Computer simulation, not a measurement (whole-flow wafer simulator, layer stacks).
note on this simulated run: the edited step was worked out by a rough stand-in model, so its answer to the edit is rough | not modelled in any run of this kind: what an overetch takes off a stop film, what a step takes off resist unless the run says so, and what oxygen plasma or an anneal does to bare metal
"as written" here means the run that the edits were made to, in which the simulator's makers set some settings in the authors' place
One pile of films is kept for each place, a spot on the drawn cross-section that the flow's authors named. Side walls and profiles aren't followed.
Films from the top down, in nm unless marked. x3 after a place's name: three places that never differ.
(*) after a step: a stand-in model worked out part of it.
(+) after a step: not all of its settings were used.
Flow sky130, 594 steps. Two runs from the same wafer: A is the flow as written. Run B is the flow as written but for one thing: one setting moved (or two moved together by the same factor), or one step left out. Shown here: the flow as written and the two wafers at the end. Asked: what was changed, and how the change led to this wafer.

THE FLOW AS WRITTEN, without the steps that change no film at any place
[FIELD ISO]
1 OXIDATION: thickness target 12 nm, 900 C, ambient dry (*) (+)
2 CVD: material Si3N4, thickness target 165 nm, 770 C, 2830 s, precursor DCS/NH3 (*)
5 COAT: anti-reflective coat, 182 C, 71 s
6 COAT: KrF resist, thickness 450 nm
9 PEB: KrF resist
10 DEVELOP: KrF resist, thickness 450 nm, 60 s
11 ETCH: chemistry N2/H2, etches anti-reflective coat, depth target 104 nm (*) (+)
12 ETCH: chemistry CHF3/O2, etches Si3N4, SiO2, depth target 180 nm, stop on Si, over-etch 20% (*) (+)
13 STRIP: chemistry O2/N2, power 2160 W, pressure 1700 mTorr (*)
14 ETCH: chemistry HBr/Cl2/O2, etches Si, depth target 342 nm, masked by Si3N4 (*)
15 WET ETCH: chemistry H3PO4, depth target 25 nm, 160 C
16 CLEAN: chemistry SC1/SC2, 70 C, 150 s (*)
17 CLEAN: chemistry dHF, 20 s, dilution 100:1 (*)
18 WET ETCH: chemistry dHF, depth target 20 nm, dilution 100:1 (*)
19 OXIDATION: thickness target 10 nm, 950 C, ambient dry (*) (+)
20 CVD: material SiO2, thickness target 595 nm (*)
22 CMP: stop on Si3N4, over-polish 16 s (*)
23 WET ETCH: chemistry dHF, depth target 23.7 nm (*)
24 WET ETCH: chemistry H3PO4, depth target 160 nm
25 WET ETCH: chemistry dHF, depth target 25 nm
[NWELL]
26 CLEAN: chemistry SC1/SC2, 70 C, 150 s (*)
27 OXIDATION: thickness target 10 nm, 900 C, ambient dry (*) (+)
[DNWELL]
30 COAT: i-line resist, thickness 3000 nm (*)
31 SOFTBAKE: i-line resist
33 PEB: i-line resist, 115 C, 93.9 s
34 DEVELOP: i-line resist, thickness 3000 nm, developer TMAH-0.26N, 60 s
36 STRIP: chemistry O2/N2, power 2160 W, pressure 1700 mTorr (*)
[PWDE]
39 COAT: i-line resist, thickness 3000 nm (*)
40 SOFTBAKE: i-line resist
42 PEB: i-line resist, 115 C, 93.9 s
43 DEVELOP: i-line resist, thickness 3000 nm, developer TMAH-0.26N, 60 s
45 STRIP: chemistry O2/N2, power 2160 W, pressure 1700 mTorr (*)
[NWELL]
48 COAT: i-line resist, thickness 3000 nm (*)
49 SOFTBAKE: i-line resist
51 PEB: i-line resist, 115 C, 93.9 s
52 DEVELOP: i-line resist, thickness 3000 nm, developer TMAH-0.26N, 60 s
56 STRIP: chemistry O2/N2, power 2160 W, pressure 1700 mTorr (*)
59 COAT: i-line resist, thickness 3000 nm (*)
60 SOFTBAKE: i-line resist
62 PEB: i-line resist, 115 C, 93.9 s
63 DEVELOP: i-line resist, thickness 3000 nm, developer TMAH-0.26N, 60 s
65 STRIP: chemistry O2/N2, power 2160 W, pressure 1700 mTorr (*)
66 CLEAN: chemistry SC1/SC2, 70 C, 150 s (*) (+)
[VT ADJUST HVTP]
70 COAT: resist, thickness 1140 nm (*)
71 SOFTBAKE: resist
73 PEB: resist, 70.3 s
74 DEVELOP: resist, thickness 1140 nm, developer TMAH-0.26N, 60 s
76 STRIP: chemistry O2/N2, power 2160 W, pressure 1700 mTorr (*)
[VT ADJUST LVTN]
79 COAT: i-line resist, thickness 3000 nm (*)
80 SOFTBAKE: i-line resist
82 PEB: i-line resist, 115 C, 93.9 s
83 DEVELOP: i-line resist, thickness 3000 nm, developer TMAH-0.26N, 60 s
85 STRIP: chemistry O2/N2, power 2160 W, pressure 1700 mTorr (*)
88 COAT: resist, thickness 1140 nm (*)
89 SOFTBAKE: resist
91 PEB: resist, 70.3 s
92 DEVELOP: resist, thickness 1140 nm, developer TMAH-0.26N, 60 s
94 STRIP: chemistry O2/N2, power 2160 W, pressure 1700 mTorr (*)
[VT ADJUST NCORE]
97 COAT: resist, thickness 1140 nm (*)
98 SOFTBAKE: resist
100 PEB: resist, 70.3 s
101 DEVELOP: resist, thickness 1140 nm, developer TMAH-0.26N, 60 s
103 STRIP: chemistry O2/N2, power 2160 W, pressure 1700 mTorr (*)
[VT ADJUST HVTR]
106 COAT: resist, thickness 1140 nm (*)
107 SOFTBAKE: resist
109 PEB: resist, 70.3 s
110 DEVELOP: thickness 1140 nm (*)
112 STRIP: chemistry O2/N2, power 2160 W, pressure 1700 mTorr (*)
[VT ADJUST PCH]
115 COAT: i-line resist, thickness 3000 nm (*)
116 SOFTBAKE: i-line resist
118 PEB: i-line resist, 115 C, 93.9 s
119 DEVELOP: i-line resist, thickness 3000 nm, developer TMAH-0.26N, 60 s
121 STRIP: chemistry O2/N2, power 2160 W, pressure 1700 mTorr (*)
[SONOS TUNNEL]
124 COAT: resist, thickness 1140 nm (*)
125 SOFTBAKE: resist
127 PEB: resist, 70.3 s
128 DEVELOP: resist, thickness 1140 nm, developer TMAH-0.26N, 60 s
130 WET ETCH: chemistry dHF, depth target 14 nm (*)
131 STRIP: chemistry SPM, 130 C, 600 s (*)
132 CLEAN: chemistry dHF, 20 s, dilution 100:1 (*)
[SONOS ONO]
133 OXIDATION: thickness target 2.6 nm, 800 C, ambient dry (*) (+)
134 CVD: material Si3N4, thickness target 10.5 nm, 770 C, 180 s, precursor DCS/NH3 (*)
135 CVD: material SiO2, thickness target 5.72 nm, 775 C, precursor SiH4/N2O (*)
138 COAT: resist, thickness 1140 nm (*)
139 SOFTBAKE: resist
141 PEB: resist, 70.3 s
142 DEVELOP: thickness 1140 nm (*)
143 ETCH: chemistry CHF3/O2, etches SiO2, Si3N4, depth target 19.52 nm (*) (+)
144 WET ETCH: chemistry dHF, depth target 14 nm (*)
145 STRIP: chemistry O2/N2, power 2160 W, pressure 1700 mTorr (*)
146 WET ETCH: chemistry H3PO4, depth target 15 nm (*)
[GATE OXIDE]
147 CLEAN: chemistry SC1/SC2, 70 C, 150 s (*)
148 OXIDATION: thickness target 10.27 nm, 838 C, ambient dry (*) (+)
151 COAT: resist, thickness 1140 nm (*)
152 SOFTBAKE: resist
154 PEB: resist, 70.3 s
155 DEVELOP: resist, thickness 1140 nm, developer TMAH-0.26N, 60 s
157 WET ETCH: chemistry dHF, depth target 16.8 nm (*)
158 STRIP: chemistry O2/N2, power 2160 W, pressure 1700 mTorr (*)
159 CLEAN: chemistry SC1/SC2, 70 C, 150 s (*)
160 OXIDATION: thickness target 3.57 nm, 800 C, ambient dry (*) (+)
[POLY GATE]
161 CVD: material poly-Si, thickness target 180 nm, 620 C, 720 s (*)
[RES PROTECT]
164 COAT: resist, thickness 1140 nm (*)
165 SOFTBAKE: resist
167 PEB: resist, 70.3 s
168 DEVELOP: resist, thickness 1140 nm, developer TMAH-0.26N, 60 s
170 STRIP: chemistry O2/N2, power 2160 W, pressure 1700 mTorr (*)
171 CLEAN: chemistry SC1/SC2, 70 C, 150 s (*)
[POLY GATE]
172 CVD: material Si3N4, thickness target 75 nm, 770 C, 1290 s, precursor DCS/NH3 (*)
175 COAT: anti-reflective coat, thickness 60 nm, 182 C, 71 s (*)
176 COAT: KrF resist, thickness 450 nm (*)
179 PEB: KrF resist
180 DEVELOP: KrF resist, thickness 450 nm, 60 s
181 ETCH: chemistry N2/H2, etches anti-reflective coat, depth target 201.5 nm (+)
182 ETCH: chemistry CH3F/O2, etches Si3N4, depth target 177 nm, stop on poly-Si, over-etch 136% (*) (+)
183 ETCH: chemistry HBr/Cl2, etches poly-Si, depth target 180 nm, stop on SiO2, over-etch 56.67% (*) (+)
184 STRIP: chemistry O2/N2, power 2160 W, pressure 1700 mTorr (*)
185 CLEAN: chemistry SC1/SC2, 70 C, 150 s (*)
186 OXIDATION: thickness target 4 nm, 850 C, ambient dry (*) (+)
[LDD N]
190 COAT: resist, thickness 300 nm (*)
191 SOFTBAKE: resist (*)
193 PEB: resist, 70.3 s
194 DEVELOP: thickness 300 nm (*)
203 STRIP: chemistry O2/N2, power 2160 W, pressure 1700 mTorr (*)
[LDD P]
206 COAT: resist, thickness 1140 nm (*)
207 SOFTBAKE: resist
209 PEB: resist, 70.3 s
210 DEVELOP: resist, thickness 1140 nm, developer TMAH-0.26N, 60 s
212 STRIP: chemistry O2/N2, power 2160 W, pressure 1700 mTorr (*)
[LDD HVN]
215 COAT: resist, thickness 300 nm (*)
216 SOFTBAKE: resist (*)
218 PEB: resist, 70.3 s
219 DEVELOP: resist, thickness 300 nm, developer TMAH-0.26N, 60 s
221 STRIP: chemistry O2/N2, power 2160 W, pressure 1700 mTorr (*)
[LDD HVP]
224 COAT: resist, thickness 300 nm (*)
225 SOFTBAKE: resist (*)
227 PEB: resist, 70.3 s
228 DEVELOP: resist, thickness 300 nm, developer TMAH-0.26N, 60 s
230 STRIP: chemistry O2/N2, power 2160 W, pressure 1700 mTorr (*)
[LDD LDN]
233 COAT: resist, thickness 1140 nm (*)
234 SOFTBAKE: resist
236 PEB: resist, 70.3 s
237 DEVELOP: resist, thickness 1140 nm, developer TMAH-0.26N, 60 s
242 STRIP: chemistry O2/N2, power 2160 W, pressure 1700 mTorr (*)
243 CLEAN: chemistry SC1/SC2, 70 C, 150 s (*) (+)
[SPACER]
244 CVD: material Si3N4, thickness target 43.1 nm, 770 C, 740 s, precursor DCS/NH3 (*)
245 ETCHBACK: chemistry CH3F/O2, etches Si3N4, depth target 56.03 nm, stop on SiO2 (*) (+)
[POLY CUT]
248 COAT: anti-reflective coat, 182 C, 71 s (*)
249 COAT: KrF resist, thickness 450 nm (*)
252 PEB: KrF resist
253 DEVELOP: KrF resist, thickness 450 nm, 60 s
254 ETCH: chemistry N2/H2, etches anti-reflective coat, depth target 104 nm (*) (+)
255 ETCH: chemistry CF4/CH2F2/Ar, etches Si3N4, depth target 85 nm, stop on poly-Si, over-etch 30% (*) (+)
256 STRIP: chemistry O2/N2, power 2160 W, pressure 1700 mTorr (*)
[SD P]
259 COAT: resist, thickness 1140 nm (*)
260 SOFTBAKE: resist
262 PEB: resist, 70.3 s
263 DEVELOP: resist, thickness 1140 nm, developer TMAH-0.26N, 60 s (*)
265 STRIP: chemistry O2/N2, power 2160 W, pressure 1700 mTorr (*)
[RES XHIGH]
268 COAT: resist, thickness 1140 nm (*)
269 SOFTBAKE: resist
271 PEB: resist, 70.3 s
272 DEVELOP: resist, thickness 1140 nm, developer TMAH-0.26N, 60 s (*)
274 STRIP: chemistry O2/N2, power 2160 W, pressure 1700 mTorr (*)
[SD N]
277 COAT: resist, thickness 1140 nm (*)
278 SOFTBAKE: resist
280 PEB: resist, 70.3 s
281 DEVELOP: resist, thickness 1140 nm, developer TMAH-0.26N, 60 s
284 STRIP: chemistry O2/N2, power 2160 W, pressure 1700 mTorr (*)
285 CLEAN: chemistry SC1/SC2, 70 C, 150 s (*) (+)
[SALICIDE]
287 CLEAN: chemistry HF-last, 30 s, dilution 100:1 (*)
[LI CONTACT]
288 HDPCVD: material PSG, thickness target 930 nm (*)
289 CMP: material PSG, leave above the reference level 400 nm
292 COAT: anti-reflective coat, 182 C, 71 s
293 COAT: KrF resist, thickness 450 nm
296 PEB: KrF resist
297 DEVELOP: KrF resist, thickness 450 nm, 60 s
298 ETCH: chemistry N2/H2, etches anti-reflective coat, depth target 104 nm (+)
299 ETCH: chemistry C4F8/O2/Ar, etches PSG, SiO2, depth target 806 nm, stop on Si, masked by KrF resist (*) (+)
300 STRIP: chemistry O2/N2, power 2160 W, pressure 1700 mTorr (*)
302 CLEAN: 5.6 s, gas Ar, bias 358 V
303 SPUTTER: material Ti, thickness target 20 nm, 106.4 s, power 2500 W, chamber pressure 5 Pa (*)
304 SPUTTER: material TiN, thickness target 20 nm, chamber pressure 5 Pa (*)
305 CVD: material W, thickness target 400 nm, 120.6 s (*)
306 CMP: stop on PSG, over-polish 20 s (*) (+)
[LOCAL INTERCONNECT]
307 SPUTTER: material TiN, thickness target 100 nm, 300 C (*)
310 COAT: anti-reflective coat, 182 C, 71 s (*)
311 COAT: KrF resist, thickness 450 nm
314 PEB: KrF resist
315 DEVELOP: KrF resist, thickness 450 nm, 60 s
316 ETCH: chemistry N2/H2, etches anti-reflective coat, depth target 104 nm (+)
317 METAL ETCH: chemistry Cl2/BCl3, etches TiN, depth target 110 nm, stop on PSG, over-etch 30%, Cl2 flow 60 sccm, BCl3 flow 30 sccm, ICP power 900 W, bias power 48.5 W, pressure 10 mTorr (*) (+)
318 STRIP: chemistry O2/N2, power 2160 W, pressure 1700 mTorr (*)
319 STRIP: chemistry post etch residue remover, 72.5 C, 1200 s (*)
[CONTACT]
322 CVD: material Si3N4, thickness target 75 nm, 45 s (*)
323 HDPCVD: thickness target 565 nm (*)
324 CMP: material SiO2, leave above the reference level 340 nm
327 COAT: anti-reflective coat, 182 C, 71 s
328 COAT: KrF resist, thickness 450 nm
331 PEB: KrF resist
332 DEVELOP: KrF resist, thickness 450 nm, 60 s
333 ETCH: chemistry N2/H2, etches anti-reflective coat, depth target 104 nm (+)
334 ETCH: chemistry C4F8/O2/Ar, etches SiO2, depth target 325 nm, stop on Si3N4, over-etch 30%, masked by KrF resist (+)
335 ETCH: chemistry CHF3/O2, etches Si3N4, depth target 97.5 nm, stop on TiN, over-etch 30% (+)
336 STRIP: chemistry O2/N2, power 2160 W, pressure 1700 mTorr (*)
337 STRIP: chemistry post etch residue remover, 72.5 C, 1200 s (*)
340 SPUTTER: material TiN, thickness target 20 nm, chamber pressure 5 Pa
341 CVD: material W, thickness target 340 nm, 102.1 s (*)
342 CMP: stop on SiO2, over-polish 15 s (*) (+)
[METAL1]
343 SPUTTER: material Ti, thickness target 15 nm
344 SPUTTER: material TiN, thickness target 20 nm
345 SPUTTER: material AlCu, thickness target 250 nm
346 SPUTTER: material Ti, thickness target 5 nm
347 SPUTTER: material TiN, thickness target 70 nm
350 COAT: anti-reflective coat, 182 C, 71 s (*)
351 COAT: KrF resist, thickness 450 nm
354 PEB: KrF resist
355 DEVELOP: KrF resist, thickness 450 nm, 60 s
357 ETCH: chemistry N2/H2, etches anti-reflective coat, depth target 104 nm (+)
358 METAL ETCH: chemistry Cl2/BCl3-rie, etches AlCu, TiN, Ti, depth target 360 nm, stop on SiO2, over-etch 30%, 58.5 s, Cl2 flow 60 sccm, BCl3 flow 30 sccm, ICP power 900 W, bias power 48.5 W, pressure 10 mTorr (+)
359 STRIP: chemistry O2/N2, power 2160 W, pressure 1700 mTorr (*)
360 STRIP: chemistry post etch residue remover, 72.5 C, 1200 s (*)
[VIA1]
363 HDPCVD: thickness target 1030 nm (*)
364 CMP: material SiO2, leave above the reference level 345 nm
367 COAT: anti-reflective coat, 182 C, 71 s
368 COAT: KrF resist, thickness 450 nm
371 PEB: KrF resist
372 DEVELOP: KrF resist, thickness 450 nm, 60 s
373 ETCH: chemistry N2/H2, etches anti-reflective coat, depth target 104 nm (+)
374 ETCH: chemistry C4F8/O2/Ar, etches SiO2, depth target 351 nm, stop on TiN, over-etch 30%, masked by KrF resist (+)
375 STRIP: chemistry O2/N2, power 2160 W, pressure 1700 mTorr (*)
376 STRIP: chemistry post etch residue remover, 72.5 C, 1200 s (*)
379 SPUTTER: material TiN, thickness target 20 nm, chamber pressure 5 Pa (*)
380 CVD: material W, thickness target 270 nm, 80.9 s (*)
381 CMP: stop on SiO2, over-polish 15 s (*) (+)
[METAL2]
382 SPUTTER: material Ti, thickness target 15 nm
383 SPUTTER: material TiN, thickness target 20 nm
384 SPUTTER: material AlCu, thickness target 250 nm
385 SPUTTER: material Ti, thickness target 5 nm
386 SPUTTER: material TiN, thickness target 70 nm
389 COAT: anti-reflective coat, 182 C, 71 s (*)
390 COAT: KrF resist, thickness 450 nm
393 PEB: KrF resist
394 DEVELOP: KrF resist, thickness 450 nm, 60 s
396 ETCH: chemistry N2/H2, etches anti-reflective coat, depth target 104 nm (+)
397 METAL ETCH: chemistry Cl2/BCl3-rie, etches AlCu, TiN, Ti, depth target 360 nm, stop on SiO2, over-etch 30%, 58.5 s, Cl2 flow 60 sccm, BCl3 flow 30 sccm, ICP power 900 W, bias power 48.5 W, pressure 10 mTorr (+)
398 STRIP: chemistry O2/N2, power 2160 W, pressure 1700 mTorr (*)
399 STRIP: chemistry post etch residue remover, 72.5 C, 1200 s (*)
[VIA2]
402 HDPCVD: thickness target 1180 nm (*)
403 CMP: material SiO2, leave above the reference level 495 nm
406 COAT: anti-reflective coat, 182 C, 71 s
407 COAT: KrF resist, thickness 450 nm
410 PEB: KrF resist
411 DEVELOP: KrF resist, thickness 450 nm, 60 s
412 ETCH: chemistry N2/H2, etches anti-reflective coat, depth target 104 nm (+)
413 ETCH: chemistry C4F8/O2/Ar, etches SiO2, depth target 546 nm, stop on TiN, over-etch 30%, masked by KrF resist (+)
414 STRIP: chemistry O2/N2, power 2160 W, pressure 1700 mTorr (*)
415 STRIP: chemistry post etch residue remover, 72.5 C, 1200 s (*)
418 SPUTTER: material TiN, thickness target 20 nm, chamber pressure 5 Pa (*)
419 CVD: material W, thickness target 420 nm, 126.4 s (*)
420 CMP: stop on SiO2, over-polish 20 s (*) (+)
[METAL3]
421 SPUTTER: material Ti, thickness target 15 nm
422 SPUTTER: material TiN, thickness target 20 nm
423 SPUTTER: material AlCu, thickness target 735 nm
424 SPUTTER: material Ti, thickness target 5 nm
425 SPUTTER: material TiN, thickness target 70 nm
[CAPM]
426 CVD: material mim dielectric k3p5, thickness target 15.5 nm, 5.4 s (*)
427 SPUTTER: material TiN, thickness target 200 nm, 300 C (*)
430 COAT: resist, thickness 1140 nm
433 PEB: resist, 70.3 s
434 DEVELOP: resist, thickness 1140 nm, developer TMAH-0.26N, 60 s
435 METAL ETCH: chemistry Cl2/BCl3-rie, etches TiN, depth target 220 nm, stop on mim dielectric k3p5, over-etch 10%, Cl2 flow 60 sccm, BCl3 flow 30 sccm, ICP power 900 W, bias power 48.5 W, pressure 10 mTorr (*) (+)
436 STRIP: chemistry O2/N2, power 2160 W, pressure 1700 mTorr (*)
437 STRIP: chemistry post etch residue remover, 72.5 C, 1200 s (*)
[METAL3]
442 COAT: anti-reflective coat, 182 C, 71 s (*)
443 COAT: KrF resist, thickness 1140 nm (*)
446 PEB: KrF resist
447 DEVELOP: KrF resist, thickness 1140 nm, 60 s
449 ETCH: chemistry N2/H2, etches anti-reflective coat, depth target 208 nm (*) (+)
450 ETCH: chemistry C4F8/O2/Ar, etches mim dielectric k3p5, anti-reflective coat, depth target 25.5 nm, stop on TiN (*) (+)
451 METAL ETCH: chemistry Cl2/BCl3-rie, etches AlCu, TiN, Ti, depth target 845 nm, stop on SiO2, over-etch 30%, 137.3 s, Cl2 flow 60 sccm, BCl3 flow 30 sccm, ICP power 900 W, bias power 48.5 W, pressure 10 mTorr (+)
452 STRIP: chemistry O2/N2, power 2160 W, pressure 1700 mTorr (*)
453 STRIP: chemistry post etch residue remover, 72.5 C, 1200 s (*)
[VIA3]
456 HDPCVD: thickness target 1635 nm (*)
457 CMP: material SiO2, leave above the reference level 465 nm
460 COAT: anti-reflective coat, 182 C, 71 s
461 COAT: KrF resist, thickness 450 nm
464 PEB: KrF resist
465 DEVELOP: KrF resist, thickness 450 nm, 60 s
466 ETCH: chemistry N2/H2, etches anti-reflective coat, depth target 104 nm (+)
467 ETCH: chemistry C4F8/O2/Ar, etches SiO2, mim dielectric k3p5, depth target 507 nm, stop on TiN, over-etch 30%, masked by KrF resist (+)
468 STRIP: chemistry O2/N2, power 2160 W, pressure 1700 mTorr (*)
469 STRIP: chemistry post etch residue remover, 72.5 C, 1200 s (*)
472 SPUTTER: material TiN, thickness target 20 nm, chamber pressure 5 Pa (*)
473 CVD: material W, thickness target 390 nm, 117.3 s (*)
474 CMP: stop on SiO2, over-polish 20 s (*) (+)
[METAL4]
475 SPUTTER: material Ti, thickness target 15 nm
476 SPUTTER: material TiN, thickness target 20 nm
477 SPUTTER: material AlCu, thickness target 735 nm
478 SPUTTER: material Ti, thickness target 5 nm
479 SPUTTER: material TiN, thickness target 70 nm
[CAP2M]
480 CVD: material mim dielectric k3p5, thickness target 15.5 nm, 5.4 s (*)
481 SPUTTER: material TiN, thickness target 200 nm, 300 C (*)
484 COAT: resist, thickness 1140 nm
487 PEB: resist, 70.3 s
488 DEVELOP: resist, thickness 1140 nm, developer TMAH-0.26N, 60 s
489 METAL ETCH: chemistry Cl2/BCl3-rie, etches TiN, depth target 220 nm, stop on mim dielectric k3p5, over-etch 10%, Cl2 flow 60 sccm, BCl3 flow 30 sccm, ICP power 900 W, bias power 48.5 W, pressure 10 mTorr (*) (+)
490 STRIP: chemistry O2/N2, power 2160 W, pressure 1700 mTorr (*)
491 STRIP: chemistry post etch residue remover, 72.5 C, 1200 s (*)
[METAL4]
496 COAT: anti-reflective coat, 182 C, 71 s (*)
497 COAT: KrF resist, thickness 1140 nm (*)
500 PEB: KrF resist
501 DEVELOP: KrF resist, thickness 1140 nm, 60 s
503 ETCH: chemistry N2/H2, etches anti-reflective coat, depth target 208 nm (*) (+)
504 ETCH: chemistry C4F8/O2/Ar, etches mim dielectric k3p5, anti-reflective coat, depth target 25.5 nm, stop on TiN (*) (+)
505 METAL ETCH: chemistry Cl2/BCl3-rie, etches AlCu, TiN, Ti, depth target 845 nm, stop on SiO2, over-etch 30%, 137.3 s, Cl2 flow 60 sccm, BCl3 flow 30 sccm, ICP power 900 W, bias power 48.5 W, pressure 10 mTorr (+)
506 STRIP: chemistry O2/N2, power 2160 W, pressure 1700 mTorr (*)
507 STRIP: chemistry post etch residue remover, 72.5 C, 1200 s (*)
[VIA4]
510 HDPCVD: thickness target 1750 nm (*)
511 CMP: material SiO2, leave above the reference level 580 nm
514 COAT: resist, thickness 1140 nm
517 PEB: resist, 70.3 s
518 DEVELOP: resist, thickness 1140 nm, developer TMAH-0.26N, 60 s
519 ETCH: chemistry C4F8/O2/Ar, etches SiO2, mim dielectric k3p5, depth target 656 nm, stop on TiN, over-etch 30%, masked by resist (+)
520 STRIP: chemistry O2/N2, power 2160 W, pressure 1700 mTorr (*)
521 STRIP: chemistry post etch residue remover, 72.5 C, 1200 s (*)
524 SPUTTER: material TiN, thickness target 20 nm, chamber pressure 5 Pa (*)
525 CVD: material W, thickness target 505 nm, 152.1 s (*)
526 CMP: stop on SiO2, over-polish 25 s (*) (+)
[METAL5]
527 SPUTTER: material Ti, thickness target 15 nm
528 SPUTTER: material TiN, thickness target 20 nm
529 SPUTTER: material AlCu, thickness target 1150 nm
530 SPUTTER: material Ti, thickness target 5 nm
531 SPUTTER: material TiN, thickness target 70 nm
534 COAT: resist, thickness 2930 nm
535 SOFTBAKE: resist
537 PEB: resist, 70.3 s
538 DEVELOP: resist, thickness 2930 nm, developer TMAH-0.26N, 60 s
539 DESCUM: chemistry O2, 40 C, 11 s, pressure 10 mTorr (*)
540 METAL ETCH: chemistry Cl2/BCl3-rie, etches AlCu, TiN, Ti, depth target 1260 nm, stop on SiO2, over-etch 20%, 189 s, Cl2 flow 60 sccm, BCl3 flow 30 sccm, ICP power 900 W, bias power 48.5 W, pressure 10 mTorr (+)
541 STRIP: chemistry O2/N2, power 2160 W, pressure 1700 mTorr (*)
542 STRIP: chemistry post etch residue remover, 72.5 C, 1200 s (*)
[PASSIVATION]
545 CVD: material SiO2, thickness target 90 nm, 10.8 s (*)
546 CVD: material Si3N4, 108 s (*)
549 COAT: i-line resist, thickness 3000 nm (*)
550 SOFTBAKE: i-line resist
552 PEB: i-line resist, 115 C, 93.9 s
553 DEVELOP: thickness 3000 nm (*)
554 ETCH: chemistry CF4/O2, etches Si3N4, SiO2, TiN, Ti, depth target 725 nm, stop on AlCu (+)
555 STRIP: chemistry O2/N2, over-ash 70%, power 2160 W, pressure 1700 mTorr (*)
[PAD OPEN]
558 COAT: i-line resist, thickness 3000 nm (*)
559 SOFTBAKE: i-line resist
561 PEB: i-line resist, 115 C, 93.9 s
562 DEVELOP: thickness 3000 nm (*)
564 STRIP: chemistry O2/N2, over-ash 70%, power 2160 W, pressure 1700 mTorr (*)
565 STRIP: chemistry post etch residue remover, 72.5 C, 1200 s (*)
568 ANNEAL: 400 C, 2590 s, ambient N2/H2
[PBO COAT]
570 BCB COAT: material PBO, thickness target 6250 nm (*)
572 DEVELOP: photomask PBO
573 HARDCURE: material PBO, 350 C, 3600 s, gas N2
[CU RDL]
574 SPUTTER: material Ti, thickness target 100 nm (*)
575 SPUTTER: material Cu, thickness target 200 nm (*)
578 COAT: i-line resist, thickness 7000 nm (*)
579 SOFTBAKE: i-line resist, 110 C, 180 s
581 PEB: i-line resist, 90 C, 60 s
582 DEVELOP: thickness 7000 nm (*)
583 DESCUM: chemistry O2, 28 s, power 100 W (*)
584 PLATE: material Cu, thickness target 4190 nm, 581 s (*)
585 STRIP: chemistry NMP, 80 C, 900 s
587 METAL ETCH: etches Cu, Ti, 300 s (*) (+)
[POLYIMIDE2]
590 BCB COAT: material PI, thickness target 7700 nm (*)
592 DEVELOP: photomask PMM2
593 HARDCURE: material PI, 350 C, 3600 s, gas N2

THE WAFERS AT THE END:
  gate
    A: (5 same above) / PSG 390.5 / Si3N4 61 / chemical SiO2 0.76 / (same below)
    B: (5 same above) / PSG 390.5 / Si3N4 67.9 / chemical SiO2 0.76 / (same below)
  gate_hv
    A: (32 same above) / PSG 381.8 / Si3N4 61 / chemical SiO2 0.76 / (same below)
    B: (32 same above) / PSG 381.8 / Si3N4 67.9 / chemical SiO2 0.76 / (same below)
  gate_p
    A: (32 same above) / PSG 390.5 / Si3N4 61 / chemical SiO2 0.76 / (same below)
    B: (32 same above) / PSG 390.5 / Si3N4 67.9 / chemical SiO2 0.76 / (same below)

The cause: step 244, CVD: thickness target 50 nm was run, where the flow has thickness target 43.1 nm; step 244, CVD: 858 s was run, where the flow has 740 s.

How the change led to this, step by step:
  244 CVD: material Si3N4, thickness target 43.1 nm, 770 C, 740 s, precursor DCS/NH3 (*)
      field, active, p_well and 101 more: A Si3N4 +43.1 (new film) | B Si3N4 +50 (new film)
      n_well, gate, gate_hv and 74 more: A Si3N4 +43.1 | B Si3N4 +50
  245 ETCHBACK: chemistry CH3F/O2, etches Si3N4, depth target 56.03 nm, stop on SiO2 (*) (+)
      field, active, p_well and 101 more: A Si3N4 -43.1 (all of it), SiO2 -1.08 | B Si3N4 -50 (all of it), SiO2 -0.5
  248 COAT: anti-reflective coat, 182 C, 71 s (*)
      gate_hv: A anti-reflective coat +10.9 (new film) | B anti-reflective coat +9.39 (new film)
      m1: A anti-reflective coat +16.3 (new film) | B anti-reflective coat +14.8 (new film)
      (and at 49 more places)
  249 COAT: KrF resist, thickness 450 nm (*)
      poly_dn: A KrF resist +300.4 (new film) | B KrF resist +294 (new film)
      gate_lvt_sd_len: A KrF resist +334.5 (new film) | B KrF resist +327.1 (new film)
      (and at 4 more places)
  254 ETCH: chemistry N2/H2, etches anti-reflective coat, depth target 104 nm (*) (+)
      rxpo_ln: A anti-reflective coat -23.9 (all of it), Si3N4 -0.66 | B anti-reflective coat -26.1 (all of it), Si3N4 -0.63
  255 ETCH: chemistry CF4/CH2F2/Ar, etches Si3N4, depth target 85 nm, stop on poly-Si, over-etch 30% (*) (+)
      field, active, n_well and 180 more: A KrF resist -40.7 | B KrF resist -42.5
      rpo_wd, rxpo_wd: A Si3N4 -61.6 (all of it), chemical SiO2 -0.75 (all of it) | B Si3N4 -68.5 (all of it), chemical SiO2 -0.75 (all of it)
      (and at 5 more places)
  256 STRIP: chemistry O2/N2, power 2160 W, pressure 1700 mTorr (*)
      n_well: A KrF resist -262 (all of it), anti-reflective coat -3 (all of it) | B KrF resist -254.8 (all of it), anti-reflective coat -3 (all of it)
      gate_hv: A KrF resist -314.7 (all of it), anti-reflective coat -10.9 (all of it) | B KrF resist -310.1 (all of it), anti-reflective coat -9.39 (all of it)
      (and at 52 more places)
  260 SOFTBAKE: resist
      gate_p_g5v0: A resist -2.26 | B resist -2.77
      poly_endcap: A resist -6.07 | B resist -7.02
      (and at 3 more places)
  269 SOFTBAKE: resist
      gate_p_g5v0: A resist -2.26 | B resist -2.77
      poly_endcap: A resist -6.07 | B resist -7.02
      (and at 3 more places)
  278 SOFTBAKE: resist
      gate_p_g5v0: A resist -2.26 | B resist -2.77
      poly_endcap: A resist -6.07 | B resist -7.02
      (and at 3 more places)
  289 CMP: material PSG, leave above the reference level 400 nm
      active, p_well, sd_n and 19 more: A PSG -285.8 | B PSG -279.5
      pwell_dnw, sd_hvn, dext_ntap_nw and 14 more: A PSG -294.2 | B PSG -287.9
      (and at 2 more places)
  299 ETCH: chemistry C4F8/O2/Ar, etches PSG, SiO2, depth target 806 nm, stop on Si, masked by KrF resist (*) (+)
      contact, ndiff_licon, ndiff_licon_cpp: A PSG -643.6 (all of it), SiO2 -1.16 (all of it) | B PSG -649.9 (all of it), SiO2 -1.73 (all of it)
  306 CMP: stop on PSG, over-polish 20 s (*) (+)
      poly_licon: A W -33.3 | B W -26.4
